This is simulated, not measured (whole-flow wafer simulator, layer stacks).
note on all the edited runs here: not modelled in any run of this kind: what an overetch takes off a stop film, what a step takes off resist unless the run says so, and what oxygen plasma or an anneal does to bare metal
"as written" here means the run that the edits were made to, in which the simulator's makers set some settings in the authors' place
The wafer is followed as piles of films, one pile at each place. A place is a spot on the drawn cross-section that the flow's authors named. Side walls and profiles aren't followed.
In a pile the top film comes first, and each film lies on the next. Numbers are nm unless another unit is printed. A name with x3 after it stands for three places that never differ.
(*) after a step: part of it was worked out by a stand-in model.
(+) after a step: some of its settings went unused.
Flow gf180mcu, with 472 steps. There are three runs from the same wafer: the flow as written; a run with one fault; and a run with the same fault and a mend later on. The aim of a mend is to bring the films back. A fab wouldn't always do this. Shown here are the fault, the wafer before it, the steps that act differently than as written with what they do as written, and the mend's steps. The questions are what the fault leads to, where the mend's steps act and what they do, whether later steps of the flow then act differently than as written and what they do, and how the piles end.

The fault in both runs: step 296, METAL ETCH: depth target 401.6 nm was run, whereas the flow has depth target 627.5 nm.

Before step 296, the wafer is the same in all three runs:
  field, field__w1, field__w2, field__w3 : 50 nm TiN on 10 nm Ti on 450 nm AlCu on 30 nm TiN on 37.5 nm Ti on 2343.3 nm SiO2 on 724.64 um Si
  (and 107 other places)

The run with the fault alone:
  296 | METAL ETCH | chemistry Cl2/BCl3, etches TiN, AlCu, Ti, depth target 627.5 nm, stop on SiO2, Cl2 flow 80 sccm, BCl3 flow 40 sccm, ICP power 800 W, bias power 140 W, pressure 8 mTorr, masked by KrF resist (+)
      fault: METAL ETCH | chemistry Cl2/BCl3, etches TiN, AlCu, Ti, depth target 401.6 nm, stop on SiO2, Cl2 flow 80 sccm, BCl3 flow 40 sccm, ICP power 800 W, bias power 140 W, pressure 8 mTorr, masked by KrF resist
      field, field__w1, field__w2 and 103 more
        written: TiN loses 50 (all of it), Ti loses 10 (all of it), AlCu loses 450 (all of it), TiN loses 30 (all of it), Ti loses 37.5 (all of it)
        fault: TiN loses 50 (all of it), Ti loses 10 (all of it), AlCu loses 341.6
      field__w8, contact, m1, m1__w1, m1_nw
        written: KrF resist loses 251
        fault: KrF resist loses 160.6
  Steps later in the flow that act otherwise than as written:
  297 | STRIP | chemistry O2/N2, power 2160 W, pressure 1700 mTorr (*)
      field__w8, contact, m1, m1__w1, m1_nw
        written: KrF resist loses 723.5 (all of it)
        fault: KrF resist loses 813.9 (all of it)
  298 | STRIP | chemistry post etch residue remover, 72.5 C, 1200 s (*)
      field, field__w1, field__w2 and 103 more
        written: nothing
        fault: AlCu loses 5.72
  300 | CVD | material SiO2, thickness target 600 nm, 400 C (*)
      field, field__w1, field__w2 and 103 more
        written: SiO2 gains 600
        fault: SiO2 gains 600 (new film)
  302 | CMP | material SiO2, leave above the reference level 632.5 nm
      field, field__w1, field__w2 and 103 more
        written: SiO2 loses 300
        fault: SiO2 loses 470.2
  At field, field__w1, field__w2 and 104 more, the piles at the end differ from the flow's by more than 2% or 0.5 nm, whichever is larger.
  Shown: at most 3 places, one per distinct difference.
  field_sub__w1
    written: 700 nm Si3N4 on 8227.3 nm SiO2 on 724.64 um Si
    fault: 700 nm Si3N4 on 5713.8 nm SiO2 on 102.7 nm AlCu on 30 nm TiN on 37.5 nm Ti on 2343.2 nm SiO2 on 724.64 um Si
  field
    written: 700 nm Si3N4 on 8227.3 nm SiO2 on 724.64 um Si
    fault: 700 nm Si3N4 on 5713.8 nm SiO2 on 102.7 nm AlCu on 30 nm TiN on 37.5 nm Ti on 2343.3 nm SiO2 on 724.64 um Si
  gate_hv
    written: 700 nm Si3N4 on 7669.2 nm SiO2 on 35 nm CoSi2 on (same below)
    fault: 700 nm Si3N4 on 5713.8 nm SiO2 on 102.7 nm AlCu on 30 nm TiN on 37.5 nm Ti on 1785.1 nm SiO2 on 35 nm CoSi2 on (same below)

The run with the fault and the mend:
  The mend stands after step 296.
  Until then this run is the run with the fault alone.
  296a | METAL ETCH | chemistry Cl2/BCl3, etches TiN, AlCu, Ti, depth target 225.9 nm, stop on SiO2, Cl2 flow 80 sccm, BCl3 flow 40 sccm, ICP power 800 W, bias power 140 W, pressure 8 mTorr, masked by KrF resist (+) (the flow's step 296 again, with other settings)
      field, field__w1, field__w2 and 103 more
        AlCu loses 108.4 (all of it), TiN loses 30 (all of it), Ti loses 37.5 (all of it)
      field__w8, contact, m1, m1__w1, m1_nw
        KrF resist loses 90.4
  Later steps of the flow that are run all act as written at every place that is followed.
  The piles end the same as the flow's at every place that both follow.
